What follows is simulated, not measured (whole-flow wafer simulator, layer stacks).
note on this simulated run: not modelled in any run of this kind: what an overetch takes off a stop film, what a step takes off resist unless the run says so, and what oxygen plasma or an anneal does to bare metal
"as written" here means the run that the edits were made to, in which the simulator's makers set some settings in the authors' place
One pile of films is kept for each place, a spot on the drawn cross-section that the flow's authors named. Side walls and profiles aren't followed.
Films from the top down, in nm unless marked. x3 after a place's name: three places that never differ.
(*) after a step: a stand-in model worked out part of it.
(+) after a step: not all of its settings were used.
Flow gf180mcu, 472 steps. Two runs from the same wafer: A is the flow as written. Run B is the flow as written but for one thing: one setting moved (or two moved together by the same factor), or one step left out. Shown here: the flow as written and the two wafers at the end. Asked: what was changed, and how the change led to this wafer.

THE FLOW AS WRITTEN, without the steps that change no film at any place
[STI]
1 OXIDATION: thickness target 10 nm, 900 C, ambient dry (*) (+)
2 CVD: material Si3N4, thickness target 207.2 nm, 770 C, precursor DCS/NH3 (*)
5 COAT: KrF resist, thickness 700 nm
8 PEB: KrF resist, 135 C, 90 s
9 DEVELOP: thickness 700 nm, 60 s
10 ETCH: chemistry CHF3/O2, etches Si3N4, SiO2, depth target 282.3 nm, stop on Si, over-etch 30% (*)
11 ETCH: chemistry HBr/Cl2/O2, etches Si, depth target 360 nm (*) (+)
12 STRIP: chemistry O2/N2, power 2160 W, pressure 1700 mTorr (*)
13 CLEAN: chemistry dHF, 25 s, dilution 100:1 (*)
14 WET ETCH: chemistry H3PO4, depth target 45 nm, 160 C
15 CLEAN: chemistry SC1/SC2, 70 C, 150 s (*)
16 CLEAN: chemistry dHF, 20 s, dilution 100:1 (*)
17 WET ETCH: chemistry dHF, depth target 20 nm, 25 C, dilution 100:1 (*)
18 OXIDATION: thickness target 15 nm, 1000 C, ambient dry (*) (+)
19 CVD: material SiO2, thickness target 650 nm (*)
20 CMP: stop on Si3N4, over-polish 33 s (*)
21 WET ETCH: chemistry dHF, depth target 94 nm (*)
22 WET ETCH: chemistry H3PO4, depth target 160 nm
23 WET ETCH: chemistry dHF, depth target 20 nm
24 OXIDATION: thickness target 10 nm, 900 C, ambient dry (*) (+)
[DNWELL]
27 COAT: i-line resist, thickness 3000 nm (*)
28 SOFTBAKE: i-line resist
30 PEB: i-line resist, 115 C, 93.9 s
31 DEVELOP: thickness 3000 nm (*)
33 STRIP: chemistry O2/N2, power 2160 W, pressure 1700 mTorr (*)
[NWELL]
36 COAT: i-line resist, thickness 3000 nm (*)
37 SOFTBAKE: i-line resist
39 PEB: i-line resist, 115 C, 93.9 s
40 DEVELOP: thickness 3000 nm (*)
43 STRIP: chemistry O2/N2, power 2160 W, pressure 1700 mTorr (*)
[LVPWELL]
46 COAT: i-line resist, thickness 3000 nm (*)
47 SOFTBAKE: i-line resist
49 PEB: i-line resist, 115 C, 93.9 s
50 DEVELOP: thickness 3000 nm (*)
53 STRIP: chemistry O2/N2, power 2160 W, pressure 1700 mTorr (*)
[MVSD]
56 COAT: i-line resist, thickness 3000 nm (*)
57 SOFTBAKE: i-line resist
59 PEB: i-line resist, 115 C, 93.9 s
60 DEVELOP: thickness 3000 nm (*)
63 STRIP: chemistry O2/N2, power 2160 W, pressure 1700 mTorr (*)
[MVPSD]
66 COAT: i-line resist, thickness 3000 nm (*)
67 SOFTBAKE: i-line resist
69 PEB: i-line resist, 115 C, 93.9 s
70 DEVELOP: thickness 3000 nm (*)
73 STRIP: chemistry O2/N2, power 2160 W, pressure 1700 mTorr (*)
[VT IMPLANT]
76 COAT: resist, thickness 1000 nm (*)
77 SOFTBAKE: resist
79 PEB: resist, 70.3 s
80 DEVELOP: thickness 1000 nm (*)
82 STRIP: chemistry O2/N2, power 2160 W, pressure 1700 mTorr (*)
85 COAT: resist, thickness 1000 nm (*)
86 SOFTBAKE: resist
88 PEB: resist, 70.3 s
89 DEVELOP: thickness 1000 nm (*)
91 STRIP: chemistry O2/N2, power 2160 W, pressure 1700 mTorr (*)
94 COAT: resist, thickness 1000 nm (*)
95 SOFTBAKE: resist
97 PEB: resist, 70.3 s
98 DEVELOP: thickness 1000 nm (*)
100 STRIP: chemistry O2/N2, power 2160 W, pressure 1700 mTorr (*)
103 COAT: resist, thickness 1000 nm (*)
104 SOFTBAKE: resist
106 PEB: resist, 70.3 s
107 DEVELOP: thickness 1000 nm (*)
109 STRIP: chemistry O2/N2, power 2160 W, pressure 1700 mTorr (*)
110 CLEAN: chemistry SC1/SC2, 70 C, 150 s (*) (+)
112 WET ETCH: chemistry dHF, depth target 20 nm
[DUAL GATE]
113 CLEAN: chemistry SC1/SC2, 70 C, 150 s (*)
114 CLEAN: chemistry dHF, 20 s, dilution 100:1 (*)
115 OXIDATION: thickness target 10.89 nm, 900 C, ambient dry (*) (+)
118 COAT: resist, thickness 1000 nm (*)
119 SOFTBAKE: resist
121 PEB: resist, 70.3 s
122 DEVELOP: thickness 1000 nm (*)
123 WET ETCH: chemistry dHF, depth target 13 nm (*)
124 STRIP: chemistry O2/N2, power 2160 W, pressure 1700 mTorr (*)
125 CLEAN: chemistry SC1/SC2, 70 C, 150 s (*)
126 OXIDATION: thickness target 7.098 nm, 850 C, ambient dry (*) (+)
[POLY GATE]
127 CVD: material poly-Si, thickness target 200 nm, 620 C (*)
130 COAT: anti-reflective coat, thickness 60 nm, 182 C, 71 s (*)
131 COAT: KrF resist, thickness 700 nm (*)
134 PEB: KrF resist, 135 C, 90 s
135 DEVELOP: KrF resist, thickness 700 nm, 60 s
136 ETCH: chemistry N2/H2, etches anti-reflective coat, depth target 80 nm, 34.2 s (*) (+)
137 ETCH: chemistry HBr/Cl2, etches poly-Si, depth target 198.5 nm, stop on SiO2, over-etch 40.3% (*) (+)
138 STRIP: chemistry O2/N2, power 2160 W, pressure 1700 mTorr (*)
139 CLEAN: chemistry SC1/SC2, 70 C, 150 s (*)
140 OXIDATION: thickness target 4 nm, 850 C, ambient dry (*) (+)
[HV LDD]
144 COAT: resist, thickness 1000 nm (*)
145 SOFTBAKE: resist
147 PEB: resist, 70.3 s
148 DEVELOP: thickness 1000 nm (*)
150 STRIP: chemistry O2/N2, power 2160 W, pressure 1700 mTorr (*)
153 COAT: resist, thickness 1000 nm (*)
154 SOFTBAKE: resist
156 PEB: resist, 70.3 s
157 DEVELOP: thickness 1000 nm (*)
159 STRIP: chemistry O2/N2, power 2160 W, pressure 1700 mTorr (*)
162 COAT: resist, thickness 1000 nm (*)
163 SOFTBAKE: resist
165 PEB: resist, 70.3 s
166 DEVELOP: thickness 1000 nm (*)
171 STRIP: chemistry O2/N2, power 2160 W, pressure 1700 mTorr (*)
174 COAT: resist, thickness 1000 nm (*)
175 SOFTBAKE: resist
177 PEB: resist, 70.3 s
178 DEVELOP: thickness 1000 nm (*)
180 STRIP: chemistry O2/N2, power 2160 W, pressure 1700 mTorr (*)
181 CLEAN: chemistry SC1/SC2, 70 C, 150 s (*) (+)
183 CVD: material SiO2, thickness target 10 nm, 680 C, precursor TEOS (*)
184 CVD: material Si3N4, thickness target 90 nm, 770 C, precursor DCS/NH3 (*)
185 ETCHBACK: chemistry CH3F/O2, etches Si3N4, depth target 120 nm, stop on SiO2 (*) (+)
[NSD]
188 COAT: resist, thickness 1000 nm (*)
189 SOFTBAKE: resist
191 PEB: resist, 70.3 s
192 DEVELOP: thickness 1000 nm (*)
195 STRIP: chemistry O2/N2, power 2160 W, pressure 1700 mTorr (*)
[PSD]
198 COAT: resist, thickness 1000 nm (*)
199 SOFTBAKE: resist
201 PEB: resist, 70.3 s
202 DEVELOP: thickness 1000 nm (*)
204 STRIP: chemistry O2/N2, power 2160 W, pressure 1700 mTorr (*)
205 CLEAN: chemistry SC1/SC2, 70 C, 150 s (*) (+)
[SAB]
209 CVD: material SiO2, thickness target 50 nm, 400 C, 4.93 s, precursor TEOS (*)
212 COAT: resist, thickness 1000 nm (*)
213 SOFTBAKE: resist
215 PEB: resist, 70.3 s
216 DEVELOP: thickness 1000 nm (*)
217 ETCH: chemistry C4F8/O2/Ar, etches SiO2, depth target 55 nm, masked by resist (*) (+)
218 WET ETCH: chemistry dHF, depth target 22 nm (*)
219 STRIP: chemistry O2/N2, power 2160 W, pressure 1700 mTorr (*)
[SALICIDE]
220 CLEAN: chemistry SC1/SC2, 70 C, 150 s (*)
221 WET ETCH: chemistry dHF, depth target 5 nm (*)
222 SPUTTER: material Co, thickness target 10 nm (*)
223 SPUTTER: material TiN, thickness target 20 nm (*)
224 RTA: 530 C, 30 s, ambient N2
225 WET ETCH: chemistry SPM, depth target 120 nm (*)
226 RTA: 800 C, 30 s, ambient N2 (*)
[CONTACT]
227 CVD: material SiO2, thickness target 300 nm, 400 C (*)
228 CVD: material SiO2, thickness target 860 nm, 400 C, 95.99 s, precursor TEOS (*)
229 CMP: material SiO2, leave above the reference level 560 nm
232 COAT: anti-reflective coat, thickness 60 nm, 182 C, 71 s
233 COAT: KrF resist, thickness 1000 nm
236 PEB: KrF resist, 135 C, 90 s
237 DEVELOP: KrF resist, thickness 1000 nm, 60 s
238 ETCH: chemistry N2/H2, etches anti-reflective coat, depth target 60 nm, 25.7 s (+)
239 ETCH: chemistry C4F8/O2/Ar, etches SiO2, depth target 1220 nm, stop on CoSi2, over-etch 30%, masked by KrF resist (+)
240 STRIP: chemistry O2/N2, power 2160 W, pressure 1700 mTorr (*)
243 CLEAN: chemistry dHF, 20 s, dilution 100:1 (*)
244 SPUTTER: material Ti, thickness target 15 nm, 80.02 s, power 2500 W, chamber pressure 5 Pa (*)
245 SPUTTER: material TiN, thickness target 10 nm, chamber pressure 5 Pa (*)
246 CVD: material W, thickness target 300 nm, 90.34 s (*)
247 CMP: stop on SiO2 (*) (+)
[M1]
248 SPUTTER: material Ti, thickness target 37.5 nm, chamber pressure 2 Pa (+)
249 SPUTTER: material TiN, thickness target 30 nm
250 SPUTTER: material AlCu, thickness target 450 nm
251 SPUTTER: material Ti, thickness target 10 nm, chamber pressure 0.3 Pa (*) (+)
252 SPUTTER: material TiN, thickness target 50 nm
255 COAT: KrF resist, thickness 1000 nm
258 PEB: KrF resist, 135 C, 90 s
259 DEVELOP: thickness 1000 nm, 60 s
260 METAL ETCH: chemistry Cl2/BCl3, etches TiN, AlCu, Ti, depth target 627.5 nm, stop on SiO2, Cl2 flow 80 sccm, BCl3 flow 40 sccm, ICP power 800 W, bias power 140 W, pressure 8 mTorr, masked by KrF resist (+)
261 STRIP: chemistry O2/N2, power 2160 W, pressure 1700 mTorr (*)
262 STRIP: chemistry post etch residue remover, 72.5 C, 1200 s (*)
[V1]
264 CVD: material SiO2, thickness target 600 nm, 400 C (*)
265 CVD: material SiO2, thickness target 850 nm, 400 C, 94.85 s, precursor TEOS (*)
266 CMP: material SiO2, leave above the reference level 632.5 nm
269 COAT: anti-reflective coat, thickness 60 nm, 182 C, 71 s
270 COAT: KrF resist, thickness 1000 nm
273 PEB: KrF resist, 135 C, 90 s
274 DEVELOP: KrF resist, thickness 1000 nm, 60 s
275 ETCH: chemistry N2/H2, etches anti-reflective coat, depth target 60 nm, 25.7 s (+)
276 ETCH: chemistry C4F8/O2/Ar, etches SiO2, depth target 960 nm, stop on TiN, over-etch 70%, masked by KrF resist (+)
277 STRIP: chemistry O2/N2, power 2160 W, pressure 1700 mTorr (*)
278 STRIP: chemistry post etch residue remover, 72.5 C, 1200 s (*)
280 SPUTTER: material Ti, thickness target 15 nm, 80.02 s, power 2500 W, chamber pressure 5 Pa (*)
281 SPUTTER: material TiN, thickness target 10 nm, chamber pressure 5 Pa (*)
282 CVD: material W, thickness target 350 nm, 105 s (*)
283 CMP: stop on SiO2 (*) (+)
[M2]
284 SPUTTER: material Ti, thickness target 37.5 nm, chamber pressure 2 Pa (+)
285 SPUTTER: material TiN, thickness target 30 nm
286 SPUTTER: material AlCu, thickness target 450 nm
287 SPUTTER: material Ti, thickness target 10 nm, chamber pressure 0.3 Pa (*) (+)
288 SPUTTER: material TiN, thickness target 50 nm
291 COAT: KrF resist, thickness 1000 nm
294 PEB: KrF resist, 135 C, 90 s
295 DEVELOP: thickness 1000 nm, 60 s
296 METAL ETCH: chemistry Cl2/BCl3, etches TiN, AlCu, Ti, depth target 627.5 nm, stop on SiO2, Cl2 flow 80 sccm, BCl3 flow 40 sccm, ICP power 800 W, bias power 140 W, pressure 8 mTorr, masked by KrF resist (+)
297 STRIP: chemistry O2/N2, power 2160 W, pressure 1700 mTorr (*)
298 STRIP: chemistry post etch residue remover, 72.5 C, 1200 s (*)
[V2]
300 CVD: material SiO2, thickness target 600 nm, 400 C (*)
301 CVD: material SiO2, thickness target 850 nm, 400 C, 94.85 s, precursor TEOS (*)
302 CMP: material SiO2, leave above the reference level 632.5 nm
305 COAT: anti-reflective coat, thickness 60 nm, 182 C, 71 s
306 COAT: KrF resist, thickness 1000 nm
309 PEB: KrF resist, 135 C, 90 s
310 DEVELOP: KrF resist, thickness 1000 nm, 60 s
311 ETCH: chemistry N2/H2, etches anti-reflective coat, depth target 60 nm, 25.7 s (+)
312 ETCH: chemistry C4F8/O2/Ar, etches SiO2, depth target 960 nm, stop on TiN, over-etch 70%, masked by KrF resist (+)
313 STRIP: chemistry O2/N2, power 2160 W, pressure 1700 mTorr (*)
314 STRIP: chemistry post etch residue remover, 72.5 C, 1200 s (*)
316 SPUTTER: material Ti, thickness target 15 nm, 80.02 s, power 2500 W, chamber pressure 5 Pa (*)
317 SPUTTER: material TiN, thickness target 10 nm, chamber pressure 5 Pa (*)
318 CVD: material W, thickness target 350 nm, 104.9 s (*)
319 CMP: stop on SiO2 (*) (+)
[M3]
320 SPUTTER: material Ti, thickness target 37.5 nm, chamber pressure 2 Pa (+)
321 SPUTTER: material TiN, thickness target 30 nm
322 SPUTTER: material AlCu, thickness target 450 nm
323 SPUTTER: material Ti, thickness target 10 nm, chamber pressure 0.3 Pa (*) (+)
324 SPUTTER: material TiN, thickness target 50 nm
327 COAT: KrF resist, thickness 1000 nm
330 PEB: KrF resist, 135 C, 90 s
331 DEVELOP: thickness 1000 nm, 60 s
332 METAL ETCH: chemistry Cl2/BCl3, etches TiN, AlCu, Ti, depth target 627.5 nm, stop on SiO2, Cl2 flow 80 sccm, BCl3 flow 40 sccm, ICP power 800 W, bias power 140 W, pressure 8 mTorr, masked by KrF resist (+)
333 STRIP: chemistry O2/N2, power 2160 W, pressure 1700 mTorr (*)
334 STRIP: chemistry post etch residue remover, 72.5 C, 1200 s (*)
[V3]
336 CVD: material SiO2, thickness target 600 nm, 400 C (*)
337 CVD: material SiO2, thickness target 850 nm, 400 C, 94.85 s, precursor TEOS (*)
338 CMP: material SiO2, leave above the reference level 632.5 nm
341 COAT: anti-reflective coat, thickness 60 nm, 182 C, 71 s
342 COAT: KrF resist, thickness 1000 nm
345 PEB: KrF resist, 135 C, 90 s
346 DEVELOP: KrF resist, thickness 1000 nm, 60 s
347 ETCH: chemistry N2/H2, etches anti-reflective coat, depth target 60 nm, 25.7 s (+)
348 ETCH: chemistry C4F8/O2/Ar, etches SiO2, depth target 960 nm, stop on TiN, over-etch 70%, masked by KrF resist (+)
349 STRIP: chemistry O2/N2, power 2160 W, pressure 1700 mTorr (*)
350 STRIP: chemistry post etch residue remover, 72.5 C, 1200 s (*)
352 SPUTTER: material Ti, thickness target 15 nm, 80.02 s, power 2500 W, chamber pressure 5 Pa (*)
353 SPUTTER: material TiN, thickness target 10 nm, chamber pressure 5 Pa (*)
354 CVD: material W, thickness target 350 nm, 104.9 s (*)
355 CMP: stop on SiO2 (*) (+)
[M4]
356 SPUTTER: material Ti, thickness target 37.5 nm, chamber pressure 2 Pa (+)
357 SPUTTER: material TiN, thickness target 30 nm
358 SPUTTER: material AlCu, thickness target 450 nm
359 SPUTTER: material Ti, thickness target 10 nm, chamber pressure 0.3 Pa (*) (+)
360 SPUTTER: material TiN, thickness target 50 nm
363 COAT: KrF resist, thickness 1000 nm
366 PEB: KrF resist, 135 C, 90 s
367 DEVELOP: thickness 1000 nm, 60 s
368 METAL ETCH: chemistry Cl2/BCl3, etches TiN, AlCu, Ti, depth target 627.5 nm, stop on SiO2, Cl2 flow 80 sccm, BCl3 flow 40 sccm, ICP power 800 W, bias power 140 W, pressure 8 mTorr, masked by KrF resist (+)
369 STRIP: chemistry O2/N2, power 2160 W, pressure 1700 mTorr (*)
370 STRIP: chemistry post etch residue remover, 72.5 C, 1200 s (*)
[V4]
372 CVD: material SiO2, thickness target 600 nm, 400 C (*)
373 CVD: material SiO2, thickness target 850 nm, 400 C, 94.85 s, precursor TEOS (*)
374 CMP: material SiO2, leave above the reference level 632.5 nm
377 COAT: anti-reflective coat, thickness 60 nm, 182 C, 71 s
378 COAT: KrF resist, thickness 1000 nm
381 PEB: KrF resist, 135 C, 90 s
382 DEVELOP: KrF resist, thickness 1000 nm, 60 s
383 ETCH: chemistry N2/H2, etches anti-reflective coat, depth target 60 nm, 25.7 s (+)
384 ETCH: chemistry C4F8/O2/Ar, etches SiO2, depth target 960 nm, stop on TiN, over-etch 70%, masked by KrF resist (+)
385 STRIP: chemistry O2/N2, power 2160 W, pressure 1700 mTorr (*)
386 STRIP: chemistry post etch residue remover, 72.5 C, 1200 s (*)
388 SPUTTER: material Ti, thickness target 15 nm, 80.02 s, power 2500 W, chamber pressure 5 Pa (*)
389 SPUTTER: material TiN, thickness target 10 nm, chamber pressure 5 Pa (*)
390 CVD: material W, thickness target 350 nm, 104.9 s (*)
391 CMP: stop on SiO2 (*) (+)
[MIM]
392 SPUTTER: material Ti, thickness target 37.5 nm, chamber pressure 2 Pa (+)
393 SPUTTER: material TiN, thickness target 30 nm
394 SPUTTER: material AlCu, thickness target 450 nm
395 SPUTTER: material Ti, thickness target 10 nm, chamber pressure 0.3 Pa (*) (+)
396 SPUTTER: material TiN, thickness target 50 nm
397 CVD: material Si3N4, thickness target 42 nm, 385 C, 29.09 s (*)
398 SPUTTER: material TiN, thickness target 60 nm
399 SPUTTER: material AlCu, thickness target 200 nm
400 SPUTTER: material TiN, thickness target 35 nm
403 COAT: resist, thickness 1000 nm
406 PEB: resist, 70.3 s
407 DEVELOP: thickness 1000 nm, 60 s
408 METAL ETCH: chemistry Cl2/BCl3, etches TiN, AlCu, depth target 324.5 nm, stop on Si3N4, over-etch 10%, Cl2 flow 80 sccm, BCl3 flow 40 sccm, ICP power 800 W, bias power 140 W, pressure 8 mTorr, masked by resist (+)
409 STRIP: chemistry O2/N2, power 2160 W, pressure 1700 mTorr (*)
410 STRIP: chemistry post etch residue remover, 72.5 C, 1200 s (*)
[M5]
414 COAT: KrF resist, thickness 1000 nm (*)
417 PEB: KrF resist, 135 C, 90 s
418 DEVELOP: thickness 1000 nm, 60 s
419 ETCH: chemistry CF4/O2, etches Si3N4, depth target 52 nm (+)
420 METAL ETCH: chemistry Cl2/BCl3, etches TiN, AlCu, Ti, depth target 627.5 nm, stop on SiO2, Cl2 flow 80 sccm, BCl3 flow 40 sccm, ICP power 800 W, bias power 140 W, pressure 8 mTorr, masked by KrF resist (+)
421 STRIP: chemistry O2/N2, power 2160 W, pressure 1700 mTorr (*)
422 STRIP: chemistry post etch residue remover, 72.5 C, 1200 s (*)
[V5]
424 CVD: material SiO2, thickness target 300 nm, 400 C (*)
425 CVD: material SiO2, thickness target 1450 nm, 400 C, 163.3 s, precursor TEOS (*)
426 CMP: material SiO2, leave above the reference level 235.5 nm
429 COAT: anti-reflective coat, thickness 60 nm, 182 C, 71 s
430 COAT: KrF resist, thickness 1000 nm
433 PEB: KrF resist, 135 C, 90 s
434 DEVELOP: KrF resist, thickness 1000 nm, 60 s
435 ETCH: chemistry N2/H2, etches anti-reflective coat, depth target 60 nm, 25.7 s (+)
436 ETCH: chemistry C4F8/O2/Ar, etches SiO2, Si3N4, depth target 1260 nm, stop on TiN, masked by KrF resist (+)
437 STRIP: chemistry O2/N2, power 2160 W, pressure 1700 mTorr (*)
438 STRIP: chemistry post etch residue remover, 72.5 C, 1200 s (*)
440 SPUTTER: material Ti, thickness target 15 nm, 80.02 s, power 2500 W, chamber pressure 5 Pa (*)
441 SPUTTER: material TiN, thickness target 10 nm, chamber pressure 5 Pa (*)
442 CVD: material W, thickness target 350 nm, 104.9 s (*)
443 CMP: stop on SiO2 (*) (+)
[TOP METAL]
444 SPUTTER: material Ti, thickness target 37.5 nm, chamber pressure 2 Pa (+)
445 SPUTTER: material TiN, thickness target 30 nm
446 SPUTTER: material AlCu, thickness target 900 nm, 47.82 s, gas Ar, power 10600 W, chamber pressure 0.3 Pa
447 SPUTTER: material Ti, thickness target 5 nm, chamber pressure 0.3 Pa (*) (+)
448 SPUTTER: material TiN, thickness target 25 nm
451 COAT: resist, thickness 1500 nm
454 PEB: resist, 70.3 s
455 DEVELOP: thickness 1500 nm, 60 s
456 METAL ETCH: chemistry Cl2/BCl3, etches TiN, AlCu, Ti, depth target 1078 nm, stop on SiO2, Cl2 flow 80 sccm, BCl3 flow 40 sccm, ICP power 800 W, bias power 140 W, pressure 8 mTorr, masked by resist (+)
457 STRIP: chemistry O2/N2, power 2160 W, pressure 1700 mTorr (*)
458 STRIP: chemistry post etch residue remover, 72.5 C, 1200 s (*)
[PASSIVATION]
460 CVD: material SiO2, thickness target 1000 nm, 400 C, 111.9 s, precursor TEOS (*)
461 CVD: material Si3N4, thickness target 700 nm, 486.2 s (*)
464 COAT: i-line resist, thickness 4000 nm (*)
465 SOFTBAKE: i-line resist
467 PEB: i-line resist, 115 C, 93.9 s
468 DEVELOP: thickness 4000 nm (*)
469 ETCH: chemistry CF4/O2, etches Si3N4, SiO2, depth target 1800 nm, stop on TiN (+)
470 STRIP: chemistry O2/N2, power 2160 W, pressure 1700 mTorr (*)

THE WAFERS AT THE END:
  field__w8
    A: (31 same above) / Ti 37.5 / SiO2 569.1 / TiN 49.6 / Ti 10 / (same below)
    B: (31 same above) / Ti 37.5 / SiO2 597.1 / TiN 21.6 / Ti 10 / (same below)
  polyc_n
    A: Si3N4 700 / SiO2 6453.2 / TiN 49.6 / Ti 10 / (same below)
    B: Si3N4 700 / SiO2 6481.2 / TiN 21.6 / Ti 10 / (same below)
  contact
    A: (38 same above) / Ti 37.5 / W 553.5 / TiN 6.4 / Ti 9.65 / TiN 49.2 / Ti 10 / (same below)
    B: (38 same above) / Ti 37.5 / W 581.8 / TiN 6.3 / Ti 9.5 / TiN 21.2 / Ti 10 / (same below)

The cause: step 252, SPUTTER: thickness target 22 nm was run, where the flow has thickness target 50 nm.

How the change led to this, step by step:
  252 SPUTTER: material TiN, thickness target 50 nm
      field, field__w1, field__w2 and 108 more: A TiN +50 (new film) | B TiN +22 (new film)
  260 METAL ETCH: chemistry Cl2/BCl3, etches TiN, AlCu, Ti, depth target 627.5 nm, stop on SiO2, Cl2 flow 80 sccm, BCl3 flow 40 sccm, ICP power 800 W, bias power 140 W, pressure 8 mTorr, masked by KrF resist (+)
      field, field__w1, field__w2 and 99 more: A TiN -50 (all of it), Ti -10 (all of it), AlCu -450 (all of it), TiN -30 (all of it), Ti -37.5 (all of it) | B TiN -22 (all of it), Ti -10 (all of it), AlCu -450 (all of it), TiN -30 (all of it), Ti -37.5 (all of it)
  266 CMP: material SiO2, leave above the reference level 632.5 nm
      field__w8, contact, m1 and 6 more: A SiO2 -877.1 | B SiO2 -849.1
  276 ETCH: chemistry C4F8/O2/Ar, etches SiO2, depth target 960 nm, stop on TiN, over-etch 70%, masked by KrF resist (+)
      contact: A SiO2 -572.5 (all of it) | B SiO2 -600.5 (all of it)
  282 CVD: material W, thickness target 350 nm, 105 s (*)
      contact: A W +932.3 (new film) | B W +960.5 (new film)
